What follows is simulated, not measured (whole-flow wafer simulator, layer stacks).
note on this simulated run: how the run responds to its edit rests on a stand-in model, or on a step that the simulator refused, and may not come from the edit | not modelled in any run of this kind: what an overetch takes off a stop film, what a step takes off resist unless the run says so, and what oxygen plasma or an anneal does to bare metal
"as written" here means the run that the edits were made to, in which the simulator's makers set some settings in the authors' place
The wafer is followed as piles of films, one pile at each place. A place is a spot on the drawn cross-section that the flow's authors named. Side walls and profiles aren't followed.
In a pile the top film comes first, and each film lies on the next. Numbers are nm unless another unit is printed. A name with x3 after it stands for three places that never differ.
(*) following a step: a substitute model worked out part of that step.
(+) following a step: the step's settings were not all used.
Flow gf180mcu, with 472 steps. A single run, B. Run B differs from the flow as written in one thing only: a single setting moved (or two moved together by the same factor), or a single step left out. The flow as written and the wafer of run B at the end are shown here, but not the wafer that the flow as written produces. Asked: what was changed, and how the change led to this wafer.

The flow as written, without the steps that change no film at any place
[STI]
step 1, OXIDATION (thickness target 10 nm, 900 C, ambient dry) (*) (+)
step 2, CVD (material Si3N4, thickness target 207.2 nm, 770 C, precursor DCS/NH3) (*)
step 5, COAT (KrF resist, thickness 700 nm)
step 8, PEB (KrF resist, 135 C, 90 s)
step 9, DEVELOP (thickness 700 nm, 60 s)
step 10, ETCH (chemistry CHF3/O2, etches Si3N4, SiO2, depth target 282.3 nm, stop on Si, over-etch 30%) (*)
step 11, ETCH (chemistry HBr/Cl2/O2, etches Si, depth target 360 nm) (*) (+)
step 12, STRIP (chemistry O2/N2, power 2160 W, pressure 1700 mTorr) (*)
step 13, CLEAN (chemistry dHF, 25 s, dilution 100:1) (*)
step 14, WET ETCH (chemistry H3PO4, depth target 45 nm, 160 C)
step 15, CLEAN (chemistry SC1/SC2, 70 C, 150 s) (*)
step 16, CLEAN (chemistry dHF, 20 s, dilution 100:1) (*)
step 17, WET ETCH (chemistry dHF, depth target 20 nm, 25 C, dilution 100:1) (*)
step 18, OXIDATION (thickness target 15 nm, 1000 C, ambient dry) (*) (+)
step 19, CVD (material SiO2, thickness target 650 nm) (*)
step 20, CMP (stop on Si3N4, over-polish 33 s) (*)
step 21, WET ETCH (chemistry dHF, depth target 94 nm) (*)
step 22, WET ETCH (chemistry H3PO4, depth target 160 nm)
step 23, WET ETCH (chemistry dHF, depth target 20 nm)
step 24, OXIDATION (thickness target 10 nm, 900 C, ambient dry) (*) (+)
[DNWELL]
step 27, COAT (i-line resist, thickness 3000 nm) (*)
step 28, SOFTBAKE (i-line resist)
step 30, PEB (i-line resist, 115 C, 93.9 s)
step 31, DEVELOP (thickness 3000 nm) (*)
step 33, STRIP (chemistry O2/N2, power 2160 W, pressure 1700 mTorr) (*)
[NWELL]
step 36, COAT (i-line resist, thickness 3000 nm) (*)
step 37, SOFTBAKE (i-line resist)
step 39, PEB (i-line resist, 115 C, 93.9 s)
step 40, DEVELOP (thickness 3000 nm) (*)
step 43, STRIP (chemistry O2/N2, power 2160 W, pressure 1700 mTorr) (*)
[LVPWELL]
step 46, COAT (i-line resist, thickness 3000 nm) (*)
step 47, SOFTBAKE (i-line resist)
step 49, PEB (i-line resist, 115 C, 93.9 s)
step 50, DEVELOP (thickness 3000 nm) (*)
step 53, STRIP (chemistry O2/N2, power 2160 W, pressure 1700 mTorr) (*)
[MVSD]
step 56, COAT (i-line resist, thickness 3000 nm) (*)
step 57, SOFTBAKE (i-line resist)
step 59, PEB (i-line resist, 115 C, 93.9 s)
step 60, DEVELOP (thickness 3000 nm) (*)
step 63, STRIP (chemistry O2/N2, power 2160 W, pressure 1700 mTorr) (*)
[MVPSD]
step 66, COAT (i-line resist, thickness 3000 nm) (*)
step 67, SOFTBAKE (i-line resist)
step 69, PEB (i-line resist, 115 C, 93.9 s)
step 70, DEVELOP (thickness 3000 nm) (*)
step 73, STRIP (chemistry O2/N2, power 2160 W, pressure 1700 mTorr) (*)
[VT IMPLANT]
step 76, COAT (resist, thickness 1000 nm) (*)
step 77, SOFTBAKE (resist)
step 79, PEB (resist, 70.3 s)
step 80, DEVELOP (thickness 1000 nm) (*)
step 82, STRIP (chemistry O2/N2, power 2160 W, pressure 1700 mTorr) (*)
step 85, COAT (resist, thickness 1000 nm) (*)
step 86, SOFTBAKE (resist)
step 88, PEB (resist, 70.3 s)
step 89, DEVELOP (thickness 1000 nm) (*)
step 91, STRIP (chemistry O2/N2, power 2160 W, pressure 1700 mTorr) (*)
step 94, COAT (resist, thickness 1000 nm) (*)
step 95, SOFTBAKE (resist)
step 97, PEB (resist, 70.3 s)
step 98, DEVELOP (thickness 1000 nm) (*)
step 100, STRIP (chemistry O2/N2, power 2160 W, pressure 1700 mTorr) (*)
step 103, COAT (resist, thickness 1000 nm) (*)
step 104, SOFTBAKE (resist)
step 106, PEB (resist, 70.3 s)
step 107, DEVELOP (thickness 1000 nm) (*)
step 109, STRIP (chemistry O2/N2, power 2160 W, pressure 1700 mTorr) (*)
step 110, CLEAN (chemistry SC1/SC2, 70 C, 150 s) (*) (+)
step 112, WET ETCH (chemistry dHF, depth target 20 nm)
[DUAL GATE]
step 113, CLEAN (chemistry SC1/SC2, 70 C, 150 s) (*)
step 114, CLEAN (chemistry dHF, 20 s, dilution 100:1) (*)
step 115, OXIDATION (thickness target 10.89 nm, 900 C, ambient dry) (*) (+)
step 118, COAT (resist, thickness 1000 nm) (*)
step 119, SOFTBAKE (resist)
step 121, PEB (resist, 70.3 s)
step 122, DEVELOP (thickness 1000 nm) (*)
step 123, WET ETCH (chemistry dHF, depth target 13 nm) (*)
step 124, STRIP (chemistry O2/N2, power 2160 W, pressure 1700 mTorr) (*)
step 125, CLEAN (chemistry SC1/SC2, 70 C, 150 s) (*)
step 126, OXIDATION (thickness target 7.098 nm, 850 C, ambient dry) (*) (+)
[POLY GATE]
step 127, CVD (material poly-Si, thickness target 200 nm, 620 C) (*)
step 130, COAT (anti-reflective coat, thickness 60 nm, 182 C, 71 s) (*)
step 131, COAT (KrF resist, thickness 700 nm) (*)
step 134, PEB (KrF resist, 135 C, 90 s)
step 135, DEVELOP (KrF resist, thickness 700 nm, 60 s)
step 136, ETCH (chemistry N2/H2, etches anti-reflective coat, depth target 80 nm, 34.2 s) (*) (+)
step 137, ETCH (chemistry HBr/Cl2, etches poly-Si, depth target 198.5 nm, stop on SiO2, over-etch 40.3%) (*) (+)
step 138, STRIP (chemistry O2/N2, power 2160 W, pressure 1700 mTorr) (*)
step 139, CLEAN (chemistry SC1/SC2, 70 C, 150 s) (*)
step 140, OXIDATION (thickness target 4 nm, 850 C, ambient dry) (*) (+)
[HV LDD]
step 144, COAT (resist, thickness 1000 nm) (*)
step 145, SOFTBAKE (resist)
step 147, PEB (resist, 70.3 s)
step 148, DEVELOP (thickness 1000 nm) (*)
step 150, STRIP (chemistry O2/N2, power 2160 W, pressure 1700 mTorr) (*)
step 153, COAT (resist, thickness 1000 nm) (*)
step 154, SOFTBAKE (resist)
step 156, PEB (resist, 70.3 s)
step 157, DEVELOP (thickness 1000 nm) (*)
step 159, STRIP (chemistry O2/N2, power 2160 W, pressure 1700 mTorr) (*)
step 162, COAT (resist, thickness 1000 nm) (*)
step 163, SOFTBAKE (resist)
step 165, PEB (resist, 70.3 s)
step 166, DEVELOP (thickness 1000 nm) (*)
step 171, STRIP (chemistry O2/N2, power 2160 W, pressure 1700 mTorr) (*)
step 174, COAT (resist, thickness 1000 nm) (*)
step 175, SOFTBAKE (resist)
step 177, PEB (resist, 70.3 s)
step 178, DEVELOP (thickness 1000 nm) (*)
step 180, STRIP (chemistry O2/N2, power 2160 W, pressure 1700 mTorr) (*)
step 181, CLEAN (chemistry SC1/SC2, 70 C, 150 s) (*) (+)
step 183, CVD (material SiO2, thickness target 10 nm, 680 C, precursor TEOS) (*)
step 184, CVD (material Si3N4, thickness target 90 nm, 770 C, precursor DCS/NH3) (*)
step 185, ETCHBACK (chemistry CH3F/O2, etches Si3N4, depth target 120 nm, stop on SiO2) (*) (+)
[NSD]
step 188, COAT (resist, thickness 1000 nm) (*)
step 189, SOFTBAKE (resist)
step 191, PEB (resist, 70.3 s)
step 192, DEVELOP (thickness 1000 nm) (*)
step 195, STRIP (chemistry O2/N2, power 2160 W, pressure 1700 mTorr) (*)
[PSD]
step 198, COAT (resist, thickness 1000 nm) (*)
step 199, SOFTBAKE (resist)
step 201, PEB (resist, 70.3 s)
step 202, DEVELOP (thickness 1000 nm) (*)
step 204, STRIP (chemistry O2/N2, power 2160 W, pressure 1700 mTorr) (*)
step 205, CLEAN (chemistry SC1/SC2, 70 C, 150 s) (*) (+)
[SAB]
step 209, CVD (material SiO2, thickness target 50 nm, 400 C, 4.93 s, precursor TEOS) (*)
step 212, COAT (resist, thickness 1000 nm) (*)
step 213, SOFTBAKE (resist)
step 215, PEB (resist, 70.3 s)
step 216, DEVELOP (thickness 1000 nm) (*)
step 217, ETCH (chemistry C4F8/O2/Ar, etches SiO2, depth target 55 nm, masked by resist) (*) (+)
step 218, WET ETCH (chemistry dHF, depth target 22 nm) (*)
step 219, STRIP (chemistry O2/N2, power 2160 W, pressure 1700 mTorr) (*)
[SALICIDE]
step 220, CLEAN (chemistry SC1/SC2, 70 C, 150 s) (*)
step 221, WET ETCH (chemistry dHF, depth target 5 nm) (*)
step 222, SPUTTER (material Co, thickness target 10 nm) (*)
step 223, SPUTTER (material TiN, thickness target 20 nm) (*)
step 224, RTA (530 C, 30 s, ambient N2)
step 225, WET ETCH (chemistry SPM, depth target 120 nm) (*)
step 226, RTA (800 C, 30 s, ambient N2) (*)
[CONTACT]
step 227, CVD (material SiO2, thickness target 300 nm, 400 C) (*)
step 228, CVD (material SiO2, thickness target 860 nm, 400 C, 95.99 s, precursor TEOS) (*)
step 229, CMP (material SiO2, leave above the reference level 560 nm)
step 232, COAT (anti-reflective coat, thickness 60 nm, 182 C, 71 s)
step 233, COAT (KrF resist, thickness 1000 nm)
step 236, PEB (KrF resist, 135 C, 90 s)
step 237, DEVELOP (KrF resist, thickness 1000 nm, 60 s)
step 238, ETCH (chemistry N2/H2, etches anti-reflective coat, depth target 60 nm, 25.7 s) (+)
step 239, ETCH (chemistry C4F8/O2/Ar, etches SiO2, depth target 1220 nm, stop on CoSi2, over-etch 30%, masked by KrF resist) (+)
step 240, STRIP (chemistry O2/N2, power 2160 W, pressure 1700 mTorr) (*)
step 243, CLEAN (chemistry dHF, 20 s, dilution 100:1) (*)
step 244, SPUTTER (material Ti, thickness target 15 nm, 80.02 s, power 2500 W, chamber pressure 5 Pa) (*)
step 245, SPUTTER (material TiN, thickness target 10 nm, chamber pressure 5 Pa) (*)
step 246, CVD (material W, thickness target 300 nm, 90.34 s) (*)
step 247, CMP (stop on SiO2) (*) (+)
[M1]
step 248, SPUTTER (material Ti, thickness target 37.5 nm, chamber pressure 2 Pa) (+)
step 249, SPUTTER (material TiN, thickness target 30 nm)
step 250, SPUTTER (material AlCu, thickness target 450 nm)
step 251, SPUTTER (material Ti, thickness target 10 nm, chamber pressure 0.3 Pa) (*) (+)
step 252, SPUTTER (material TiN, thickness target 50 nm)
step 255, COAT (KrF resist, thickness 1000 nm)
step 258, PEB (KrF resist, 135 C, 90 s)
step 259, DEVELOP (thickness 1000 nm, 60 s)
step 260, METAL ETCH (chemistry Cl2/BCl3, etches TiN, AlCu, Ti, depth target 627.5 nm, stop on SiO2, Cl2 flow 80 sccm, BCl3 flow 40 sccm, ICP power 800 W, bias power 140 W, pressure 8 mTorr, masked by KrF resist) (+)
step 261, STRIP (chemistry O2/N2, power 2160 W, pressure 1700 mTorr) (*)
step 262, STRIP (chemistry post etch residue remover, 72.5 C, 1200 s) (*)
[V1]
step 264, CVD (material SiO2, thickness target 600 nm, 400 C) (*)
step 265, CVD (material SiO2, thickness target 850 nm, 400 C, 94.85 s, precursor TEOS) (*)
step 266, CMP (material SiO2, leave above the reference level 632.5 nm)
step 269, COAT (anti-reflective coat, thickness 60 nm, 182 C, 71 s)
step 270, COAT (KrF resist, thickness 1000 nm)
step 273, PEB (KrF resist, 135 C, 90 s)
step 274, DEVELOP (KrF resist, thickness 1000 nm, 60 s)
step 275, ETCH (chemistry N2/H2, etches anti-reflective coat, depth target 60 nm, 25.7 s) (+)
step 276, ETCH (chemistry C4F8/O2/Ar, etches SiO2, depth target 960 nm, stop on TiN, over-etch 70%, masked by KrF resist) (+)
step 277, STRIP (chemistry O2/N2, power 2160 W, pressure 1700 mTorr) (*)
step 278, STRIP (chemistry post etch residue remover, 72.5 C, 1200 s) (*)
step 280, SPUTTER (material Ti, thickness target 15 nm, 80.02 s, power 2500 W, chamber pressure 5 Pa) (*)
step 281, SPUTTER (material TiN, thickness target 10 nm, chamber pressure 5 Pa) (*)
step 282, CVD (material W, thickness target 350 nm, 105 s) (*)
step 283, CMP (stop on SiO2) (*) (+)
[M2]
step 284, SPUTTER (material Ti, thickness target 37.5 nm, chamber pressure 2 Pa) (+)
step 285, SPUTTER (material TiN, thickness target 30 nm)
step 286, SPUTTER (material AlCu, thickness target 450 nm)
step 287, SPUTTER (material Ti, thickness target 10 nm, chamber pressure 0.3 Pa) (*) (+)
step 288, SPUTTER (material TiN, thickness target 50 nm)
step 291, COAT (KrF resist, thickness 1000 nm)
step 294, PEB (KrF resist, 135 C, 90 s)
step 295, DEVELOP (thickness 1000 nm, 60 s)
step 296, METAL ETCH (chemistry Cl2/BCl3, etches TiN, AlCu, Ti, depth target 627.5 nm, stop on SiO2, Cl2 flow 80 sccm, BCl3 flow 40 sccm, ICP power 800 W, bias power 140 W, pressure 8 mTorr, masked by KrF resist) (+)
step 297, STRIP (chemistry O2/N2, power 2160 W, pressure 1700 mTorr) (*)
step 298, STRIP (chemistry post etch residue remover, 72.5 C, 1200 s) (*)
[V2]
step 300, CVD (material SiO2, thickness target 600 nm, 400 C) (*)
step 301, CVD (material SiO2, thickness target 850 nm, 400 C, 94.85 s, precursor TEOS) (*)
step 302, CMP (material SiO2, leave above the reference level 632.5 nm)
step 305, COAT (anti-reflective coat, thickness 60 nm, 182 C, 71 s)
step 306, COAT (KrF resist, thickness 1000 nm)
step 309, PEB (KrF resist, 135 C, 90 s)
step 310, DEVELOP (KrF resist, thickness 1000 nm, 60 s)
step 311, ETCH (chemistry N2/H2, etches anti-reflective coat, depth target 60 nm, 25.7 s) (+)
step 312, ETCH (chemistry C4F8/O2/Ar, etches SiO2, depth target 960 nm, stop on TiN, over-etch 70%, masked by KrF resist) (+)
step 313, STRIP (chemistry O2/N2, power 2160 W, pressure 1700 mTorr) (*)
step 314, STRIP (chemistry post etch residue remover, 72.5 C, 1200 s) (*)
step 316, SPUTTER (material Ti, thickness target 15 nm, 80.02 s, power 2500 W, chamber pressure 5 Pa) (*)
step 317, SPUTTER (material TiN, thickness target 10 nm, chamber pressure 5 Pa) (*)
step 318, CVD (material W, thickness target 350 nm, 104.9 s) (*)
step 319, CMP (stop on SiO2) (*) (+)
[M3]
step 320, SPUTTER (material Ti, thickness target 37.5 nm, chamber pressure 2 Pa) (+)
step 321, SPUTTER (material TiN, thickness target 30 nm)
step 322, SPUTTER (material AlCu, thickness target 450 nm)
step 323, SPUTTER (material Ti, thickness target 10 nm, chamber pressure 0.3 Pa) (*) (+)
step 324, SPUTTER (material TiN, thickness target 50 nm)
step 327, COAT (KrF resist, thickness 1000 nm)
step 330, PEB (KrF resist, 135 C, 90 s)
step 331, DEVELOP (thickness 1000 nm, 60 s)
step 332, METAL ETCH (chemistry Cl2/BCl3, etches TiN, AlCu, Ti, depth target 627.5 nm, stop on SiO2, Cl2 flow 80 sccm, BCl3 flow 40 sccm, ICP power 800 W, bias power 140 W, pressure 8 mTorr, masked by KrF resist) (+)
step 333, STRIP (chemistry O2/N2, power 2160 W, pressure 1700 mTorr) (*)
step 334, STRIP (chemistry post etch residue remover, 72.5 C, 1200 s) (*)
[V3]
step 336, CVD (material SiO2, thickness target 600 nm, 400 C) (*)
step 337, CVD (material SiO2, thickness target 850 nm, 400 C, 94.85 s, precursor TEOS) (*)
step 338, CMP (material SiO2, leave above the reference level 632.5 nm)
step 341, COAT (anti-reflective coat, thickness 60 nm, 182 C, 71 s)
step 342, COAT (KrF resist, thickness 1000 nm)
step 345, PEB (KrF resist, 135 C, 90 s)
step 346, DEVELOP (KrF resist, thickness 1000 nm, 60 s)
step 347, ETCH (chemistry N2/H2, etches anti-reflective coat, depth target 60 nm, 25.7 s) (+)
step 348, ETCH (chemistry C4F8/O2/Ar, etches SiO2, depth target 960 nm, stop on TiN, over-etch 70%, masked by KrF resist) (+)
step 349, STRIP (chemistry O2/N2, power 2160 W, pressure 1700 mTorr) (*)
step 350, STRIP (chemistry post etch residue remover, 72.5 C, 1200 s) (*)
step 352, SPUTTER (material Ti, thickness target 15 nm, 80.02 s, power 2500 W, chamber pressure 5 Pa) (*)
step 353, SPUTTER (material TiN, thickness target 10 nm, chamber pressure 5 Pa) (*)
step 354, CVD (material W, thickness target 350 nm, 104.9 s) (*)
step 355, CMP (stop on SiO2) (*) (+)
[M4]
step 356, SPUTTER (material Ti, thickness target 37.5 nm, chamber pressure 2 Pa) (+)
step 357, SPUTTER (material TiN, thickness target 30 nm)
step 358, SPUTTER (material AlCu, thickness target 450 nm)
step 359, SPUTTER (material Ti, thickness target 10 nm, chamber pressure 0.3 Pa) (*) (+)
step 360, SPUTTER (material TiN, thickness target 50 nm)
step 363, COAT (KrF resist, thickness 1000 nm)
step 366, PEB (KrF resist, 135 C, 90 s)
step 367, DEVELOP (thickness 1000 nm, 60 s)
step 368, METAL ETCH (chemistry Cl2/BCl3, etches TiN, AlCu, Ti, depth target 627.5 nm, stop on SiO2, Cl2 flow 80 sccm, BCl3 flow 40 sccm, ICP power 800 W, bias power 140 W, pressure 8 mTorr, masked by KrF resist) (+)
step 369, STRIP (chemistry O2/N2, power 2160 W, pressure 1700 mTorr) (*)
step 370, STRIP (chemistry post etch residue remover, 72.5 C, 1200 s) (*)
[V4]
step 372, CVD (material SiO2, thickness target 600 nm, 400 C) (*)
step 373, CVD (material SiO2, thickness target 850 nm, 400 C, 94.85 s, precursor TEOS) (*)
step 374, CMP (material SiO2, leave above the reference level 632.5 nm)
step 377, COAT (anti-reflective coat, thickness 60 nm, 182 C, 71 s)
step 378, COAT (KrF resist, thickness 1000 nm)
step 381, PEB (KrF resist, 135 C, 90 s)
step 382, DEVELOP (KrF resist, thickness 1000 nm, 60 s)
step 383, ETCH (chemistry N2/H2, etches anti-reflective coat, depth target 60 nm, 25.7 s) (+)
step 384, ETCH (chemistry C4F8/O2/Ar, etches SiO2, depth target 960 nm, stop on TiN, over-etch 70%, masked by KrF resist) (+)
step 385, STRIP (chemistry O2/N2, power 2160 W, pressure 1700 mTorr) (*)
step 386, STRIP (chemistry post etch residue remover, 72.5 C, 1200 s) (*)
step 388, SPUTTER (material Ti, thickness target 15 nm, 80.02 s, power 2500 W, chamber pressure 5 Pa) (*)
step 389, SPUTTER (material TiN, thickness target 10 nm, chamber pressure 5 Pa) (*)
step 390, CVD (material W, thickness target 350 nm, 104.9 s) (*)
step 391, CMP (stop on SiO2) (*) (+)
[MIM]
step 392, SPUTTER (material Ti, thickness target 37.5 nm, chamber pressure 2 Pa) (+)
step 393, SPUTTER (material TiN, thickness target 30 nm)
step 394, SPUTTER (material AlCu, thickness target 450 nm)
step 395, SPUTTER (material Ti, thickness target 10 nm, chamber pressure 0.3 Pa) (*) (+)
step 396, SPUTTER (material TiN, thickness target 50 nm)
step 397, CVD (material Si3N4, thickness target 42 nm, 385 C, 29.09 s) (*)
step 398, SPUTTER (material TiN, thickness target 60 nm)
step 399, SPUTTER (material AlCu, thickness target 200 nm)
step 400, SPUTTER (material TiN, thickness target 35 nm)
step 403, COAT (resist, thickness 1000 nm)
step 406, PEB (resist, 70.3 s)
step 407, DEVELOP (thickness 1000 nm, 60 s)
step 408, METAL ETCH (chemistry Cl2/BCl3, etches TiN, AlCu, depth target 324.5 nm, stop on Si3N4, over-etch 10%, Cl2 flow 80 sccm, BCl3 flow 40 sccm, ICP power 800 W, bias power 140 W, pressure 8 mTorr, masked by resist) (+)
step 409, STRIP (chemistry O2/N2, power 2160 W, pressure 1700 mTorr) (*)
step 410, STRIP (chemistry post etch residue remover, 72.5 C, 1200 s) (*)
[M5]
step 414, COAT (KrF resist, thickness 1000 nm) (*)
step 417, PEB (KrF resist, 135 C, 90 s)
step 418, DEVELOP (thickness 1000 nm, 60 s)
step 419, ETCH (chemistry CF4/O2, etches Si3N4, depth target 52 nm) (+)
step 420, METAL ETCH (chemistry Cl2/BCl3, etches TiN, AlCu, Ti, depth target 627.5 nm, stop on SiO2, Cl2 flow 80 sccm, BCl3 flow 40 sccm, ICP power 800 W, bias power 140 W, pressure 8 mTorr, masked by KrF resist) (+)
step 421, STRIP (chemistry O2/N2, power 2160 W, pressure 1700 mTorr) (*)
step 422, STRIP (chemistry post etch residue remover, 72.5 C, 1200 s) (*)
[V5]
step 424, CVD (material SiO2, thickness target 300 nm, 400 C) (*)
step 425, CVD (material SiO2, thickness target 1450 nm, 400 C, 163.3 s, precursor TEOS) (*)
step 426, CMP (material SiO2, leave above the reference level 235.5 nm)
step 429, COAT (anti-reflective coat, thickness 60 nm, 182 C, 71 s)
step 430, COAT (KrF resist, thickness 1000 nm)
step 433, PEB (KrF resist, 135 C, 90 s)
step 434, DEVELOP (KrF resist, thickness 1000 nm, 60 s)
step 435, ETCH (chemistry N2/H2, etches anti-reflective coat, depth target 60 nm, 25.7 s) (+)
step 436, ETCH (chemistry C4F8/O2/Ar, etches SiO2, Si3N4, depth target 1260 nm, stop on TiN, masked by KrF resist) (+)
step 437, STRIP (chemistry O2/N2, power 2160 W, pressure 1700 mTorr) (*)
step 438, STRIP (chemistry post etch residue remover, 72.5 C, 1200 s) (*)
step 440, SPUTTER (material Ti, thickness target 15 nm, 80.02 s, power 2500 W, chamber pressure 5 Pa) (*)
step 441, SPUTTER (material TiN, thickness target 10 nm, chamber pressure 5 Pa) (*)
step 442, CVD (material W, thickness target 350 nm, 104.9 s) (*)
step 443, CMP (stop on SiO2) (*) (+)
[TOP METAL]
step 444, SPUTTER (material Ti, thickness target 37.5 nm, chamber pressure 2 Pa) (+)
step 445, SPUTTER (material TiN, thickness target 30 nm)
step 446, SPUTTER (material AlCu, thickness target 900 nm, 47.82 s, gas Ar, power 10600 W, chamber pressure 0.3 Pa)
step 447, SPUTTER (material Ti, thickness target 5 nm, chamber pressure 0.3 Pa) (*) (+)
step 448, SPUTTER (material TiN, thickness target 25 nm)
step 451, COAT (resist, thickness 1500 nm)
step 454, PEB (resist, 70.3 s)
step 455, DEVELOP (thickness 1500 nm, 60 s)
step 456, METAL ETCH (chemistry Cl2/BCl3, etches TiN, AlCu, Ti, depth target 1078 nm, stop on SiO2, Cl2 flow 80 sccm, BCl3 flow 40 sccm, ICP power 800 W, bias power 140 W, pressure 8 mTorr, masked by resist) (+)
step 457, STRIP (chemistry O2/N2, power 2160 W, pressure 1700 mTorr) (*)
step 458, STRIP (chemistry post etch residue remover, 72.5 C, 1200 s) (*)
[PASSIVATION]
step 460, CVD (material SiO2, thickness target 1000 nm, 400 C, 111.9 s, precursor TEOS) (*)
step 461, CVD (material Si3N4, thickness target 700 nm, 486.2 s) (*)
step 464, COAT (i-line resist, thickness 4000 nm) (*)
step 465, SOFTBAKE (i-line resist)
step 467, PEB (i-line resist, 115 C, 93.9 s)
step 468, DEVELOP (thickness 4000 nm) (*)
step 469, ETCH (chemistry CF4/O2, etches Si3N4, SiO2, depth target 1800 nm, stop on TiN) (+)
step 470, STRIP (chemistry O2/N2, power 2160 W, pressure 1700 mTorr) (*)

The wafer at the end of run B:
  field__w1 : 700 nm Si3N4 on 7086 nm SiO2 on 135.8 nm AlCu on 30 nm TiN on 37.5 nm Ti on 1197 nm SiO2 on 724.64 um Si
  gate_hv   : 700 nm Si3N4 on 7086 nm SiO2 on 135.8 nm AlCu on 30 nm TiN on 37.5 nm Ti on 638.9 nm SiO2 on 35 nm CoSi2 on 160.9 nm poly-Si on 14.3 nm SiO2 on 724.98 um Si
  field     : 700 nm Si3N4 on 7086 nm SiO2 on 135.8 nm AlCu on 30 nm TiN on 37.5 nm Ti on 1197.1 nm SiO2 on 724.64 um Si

Cause: step 250, SPUTTER: thickness target 709 nm was run, though the flow has thickness target 450 nm.

Step by step, how the change led to this:
  step 250, SPUTTER (material AlCu, thickness target 450 nm)
      field, field__w1, field__w2 and 108 more: +709 AlCu (new film) (in the flow as written it would be: +450 AlCu (new film))
  step 260, METAL ETCH (chemistry Cl2/BCl3, etches TiN, AlCu, Ti, depth target 627.5 nm, stop on SiO2, Cl2 flow 80 sccm, BCl3 flow 40 sccm, ICP power 800 W, bias power 140 W, pressure 8 mTorr, masked by KrF resist) (+)
      field, field__w1, field__w2 and 99 more: -50 TiN (all of it), -10 Ti (all of it), -567.5 AlCu (in the flow as written it would be: -50 TiN (all of it), -10 Ti (all of it), -450 AlCu (all of it), -30 TiN (all of it), -37.5 Ti (all of it))
  step 262, STRIP (chemistry post etch residue remover, 72.5 C, 1200 s) (*)
      field, field__w1, field__w2 and 99 more: -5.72 AlCu (in the flow as written it would be: nothing)
  step 264, CVD (material SiO2, thickness target 600 nm, 400 C) (*)
      field, field__w1, field__w2 and 99 more: +600 SiO2 (new film) (in the flow as written it would be: +600 SiO2)
  step 266, CMP (material SiO2, leave above the reference level 632.5 nm)
      field, field__w1, field__w2 and 99 more: -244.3 SiO2 (in the flow as written it would be: -300 SiO2)
Taking metal films that touch as one body, field__w1 has 1 body; the flow as written gives 0 bodies.
Taking metal films that touch as one body, gate_hv has 2 bodies (between them, from the top down: SiO2 638.9); the flow as written gives 1 body.
Taking metal films that touch as one body, field has 1 body; the flow as written gives 0 bodies.
